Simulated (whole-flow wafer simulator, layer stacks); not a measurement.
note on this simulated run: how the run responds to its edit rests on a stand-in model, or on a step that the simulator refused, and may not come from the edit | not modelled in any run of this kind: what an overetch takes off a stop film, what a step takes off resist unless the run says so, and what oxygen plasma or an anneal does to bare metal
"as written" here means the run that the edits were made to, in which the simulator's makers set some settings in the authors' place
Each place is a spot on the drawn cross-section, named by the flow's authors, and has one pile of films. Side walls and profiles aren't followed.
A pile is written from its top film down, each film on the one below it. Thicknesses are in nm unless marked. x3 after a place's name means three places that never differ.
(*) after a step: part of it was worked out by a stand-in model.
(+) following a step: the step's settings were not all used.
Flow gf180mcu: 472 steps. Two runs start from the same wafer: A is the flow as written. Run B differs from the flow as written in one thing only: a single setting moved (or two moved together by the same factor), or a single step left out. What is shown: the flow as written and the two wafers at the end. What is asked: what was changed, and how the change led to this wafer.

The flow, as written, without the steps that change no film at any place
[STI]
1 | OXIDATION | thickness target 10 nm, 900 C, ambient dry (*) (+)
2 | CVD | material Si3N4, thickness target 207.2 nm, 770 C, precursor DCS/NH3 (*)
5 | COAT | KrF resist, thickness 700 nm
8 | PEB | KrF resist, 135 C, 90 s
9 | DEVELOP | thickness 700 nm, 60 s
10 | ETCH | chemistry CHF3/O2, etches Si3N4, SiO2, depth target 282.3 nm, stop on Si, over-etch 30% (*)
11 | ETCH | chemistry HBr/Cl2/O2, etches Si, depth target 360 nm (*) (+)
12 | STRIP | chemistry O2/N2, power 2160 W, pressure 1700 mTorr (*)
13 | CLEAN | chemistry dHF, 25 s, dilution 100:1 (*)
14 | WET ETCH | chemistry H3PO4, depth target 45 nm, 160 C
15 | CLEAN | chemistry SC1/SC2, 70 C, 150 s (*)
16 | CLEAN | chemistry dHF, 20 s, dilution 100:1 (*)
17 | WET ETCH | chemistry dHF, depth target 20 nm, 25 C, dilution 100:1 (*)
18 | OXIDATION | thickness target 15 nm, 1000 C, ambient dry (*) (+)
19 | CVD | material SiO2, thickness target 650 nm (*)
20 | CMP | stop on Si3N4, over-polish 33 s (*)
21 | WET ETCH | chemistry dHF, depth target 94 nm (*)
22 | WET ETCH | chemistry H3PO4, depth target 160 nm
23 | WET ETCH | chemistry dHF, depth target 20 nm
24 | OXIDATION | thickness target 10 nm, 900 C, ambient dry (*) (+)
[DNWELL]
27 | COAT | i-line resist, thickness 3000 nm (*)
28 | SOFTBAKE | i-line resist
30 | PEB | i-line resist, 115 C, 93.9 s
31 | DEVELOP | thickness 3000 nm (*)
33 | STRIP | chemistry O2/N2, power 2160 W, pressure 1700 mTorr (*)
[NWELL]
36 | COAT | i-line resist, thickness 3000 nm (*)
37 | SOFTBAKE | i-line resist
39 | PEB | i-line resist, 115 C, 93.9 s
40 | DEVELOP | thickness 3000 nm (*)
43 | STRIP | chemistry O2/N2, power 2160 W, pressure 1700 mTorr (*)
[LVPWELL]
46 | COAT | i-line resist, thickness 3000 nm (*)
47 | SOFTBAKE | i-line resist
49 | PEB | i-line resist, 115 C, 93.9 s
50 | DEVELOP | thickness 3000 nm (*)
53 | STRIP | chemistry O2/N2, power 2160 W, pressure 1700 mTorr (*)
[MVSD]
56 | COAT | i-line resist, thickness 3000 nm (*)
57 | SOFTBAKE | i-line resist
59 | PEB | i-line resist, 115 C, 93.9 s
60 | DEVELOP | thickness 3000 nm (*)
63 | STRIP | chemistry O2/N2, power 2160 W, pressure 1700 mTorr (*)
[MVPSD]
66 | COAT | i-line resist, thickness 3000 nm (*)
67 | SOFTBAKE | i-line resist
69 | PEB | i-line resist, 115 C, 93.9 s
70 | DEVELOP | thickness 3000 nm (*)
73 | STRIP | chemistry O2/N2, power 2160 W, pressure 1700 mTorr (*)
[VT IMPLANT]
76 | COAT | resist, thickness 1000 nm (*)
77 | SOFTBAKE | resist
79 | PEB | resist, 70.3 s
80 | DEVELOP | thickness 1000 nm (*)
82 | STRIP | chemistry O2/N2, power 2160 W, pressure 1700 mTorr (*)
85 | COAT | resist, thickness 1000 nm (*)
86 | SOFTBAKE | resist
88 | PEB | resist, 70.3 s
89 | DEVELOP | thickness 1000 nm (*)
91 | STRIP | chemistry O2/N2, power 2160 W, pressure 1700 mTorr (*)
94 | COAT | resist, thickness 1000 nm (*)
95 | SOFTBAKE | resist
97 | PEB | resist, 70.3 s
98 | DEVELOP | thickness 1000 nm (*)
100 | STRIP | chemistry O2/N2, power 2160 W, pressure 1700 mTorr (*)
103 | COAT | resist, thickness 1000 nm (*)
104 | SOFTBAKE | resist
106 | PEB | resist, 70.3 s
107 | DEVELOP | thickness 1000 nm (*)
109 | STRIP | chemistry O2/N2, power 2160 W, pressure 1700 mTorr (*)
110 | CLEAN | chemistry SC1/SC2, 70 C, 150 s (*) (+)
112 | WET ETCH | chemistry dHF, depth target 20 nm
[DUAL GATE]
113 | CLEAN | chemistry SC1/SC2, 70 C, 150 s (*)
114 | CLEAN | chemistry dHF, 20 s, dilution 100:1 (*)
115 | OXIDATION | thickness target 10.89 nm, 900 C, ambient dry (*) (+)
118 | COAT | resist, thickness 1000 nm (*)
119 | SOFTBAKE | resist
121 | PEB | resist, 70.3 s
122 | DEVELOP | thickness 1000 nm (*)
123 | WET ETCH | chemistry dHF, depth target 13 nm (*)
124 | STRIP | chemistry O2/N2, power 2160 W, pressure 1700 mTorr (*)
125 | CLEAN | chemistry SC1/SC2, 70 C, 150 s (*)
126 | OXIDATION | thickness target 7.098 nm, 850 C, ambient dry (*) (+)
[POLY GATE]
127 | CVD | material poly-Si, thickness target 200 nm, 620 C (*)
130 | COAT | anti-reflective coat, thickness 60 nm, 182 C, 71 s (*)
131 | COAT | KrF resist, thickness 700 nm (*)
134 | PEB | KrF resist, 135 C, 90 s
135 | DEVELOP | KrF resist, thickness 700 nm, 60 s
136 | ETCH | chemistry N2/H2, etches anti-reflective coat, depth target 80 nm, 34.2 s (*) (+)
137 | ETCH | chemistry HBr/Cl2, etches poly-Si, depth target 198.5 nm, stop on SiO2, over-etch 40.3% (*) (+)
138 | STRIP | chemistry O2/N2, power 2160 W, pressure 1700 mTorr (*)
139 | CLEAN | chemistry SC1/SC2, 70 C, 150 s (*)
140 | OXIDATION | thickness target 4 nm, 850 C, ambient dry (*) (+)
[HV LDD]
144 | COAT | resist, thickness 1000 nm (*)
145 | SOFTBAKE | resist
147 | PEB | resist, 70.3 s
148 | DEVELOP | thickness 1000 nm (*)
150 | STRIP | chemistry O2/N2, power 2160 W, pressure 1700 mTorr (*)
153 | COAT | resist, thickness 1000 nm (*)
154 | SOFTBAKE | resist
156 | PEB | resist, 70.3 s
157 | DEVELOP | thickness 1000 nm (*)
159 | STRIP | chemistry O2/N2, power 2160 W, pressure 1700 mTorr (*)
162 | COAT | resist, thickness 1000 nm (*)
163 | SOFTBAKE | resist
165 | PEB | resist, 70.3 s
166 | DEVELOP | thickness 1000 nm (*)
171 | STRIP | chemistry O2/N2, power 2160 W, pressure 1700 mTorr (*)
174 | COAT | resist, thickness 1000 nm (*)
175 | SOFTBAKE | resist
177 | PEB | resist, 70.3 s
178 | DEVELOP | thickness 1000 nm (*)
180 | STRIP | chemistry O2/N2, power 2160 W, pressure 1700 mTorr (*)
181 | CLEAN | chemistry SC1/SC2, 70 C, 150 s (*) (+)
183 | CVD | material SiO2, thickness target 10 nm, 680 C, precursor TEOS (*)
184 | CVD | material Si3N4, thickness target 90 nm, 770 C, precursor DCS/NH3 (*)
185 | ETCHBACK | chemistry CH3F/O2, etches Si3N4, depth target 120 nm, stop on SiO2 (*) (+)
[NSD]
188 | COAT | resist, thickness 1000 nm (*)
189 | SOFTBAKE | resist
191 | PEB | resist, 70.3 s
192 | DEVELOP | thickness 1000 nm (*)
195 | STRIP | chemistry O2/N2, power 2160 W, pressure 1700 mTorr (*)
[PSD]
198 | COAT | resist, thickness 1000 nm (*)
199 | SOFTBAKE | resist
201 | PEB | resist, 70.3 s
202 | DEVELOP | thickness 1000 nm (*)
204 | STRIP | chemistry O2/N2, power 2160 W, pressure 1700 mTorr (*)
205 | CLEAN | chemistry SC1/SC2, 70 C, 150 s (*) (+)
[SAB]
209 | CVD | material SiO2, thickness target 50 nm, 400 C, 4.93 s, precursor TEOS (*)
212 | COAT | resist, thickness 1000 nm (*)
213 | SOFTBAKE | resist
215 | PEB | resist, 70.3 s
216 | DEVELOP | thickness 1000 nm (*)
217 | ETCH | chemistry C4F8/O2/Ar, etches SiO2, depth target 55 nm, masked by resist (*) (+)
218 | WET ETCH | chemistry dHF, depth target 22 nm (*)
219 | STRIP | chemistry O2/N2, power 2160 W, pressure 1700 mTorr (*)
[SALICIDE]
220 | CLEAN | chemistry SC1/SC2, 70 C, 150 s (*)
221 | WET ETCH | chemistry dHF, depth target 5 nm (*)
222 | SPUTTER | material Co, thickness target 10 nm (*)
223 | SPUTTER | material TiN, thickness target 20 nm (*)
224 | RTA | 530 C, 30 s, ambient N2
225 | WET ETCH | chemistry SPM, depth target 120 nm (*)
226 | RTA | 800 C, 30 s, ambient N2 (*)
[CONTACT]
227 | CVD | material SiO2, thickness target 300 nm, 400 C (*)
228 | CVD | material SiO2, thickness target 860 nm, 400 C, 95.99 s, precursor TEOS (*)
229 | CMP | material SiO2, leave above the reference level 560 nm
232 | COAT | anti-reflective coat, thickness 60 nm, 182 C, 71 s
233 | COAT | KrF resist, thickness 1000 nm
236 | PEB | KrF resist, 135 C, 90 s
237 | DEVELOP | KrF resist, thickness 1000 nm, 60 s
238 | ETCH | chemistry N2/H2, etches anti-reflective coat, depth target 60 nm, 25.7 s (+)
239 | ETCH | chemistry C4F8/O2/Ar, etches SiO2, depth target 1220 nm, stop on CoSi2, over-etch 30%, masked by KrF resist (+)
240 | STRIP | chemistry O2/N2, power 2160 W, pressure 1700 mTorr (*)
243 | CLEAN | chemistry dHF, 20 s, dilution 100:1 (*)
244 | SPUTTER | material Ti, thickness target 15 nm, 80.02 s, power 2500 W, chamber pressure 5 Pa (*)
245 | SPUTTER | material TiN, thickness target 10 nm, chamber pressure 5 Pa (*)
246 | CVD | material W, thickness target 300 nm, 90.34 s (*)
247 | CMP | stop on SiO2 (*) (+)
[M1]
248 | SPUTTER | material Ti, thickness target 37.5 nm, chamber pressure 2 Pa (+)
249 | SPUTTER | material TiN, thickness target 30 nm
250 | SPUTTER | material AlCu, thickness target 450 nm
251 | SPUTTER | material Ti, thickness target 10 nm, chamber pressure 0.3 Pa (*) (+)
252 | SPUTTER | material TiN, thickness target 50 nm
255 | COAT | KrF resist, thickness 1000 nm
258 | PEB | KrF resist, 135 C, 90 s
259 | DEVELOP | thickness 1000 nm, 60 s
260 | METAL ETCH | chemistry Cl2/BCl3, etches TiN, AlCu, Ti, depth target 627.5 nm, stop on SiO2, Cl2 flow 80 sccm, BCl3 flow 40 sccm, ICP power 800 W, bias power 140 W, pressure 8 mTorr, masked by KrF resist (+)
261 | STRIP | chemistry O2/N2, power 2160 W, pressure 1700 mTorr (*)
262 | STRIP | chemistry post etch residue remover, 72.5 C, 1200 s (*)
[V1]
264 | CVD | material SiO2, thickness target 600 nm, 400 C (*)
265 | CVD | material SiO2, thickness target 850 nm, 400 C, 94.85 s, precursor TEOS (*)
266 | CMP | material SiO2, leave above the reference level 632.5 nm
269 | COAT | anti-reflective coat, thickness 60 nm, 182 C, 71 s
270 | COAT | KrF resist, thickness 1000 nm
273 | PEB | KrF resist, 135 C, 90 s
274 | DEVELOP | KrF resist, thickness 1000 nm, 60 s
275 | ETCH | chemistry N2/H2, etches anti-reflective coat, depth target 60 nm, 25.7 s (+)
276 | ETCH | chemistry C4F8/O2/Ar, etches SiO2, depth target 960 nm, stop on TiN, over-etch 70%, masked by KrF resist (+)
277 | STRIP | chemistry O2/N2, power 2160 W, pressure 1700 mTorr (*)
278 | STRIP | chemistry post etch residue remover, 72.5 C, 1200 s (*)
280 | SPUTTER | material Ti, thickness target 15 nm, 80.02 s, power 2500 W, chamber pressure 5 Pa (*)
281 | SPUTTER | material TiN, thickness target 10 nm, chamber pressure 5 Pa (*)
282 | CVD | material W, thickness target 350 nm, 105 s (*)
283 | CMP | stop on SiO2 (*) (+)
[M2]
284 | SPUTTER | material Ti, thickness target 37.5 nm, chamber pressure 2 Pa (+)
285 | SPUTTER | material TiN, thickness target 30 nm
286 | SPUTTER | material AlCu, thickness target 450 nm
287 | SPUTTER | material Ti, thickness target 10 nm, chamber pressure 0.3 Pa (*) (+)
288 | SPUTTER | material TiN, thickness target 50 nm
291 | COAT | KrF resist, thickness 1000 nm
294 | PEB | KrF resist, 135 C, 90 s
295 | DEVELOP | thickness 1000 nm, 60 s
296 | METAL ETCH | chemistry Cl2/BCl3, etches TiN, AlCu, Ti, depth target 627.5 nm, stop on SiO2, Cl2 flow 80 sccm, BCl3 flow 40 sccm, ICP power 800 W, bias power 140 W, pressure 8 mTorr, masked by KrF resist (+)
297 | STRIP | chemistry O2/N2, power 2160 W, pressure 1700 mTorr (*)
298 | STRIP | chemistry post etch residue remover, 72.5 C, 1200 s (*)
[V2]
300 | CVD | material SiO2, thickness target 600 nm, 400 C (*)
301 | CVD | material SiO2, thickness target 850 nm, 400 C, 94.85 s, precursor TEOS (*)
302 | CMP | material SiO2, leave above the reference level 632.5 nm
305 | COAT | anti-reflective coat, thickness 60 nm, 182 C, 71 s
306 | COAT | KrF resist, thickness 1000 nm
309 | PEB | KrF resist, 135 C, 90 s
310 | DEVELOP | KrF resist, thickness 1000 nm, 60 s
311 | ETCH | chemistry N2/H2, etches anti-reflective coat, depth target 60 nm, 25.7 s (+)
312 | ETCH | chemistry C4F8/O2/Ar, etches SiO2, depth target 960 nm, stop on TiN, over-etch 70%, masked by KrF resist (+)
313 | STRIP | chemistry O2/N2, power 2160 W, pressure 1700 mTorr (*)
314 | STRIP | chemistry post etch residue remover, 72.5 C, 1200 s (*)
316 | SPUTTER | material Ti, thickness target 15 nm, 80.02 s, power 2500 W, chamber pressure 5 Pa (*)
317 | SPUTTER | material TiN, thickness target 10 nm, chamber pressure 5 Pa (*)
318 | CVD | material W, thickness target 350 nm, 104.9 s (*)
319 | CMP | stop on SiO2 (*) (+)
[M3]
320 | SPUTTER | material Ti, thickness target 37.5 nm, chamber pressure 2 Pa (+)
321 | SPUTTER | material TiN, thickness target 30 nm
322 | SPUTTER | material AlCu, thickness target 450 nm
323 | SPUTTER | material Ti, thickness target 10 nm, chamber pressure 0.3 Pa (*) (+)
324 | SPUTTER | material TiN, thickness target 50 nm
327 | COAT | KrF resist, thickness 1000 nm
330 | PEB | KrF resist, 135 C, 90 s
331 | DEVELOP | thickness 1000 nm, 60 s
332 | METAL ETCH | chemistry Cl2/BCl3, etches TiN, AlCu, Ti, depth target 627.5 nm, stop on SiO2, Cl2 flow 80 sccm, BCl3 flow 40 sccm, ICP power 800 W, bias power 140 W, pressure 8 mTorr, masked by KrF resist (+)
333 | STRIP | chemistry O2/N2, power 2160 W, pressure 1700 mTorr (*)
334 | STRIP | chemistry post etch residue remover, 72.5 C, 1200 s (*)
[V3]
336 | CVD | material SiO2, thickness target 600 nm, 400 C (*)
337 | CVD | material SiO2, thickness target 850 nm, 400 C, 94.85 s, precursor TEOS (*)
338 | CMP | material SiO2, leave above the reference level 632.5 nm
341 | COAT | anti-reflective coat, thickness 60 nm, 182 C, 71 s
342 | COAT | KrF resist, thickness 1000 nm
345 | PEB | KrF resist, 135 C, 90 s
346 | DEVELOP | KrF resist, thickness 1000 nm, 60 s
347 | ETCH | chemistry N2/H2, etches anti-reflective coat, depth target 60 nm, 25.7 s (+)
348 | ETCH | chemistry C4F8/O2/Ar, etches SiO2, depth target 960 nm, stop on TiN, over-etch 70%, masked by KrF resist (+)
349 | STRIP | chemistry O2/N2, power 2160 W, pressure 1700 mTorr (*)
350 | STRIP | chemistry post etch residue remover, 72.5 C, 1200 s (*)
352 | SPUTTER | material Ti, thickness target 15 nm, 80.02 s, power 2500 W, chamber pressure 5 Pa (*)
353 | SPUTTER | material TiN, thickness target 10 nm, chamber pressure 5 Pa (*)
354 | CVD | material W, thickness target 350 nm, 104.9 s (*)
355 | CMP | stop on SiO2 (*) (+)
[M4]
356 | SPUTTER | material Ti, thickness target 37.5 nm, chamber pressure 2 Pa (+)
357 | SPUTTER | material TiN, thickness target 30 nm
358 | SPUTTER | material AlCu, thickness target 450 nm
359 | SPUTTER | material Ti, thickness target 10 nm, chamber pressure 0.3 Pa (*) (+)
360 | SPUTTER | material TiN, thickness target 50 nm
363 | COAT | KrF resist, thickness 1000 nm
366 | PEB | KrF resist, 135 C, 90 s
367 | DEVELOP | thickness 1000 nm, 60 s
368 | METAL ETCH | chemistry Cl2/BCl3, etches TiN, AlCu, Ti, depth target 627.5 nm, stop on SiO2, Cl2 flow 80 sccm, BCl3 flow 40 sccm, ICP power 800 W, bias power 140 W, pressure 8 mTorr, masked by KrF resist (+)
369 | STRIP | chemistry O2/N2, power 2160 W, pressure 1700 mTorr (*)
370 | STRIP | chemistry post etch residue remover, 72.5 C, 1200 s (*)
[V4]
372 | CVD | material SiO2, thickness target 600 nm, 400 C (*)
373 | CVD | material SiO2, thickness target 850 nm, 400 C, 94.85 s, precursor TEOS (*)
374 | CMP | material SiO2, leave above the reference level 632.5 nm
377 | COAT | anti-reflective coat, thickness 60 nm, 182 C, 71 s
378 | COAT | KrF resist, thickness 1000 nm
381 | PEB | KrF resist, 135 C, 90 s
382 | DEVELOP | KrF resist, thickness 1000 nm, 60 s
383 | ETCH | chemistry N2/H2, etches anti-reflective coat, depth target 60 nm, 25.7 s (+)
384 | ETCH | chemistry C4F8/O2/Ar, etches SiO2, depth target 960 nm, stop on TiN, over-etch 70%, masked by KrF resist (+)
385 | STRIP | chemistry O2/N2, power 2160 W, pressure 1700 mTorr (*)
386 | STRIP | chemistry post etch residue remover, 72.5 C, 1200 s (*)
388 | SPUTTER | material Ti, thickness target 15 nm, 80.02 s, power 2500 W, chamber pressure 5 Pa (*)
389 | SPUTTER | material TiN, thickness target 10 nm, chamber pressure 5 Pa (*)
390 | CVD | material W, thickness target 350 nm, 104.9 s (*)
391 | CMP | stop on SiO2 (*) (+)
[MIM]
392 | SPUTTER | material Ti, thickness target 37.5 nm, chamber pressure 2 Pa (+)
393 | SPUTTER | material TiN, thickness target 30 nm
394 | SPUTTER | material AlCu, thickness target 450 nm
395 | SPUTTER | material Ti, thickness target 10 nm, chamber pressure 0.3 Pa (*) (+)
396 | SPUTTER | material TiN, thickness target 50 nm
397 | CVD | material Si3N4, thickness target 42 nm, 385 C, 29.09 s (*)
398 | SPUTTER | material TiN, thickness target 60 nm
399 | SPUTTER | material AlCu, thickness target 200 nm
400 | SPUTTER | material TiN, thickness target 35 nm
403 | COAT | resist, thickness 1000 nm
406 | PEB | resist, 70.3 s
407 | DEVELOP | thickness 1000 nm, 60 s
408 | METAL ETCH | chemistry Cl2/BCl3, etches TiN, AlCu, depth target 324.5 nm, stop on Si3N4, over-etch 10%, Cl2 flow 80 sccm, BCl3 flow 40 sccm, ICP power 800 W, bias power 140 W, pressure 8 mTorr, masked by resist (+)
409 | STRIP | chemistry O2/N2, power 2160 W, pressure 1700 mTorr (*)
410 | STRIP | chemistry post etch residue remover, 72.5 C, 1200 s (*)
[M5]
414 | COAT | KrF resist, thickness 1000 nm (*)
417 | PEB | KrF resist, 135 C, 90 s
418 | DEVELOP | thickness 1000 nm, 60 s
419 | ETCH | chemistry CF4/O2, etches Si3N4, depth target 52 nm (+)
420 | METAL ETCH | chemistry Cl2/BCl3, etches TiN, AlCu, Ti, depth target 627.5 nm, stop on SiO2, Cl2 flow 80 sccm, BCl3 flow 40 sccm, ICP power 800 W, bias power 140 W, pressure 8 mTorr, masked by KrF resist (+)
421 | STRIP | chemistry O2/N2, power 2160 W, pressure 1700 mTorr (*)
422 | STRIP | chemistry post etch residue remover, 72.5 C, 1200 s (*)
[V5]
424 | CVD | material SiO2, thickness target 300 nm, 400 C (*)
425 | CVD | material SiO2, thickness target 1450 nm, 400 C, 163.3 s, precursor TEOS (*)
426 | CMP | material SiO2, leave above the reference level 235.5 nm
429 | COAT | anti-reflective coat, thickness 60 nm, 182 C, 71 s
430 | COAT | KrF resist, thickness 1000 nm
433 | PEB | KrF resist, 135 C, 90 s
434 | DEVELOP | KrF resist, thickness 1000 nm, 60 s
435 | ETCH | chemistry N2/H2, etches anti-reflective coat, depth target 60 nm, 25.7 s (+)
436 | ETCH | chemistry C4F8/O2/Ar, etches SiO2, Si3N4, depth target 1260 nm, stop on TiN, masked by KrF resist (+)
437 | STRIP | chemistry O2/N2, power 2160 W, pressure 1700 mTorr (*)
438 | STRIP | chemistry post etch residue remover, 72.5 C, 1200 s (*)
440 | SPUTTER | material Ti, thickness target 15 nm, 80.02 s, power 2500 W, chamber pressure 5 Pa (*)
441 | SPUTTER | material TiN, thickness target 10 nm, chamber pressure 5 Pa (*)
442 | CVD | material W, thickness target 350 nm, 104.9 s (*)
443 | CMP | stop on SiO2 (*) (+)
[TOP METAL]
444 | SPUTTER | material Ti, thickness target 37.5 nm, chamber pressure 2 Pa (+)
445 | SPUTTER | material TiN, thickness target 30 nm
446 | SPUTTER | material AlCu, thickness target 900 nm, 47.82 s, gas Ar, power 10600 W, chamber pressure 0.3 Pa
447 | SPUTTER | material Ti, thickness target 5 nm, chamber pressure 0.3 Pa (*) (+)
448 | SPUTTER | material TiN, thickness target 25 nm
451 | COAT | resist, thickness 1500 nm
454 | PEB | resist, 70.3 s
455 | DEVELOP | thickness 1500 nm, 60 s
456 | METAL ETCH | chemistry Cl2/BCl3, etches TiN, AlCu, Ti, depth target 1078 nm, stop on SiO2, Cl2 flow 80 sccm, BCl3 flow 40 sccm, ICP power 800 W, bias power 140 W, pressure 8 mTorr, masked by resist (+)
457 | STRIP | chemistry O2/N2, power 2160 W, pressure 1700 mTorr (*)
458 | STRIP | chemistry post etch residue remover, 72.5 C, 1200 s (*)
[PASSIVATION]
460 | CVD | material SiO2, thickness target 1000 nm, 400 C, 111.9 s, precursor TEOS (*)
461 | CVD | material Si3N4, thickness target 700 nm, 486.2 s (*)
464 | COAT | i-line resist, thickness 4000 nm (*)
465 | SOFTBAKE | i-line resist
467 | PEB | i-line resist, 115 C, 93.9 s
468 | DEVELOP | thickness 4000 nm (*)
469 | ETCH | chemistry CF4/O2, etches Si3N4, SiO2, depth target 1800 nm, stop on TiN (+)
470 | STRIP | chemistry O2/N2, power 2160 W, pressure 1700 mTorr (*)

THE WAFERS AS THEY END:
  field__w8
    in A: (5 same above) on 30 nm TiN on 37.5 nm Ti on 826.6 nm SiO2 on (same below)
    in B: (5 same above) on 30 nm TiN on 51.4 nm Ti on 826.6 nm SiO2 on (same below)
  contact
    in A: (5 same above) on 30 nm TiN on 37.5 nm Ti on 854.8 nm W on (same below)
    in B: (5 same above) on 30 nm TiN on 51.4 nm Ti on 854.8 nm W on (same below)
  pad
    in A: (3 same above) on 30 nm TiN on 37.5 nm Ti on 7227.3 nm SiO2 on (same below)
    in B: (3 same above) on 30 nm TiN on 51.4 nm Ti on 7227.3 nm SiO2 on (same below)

The reason: step 444, SPUTTER: thickness target 51.4 nm was run, while the flow as written has thickness target 37.5 nm.
The wafer itself shows it: field__w8 has Ti 51.4, and step 444 as written asks for 37.5 nm.

How this came from the change, step by step:
  444 | SPUTTER | material Ti, thickness target 37.5 nm, chamber pressure 2 Pa (+)
      field, field__w1, field__w2 and 109 more: A +37.5 Ti (new film) | B +51.4 Ti (new film)
  456 | METAL ETCH | chemistry Cl2/BCl3, etches TiN, AlCu, Ti, depth target 1078 nm, stop on SiO2, Cl2 flow 80 sccm, BCl3 flow 40 sccm, ICP power 800 W, bias power 140 W, pressure 8 mTorr, masked by resist (+)
      field, field__w1, field__w2 and 103 more: A -25 TiN (all of it), -5 Ti (all of it), -900 AlCu (all of it), -30 TiN (all of it), -37.5 Ti (all of it) | B -25 TiN (all of it), -5 Ti (all of it), -900 AlCu (all of it), -30 TiN (all of it), -51.4 Ti (all of it)
  465 | SOFTBAKE | i-line resist
      gate: A +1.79 i-line resist | B -0.23 i-line resist
      ld_acc_p, ld_fp_p, ld_drift_p: A +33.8 i-line resist | B +27.5 i-line resist
      (and at 58 other places as well)
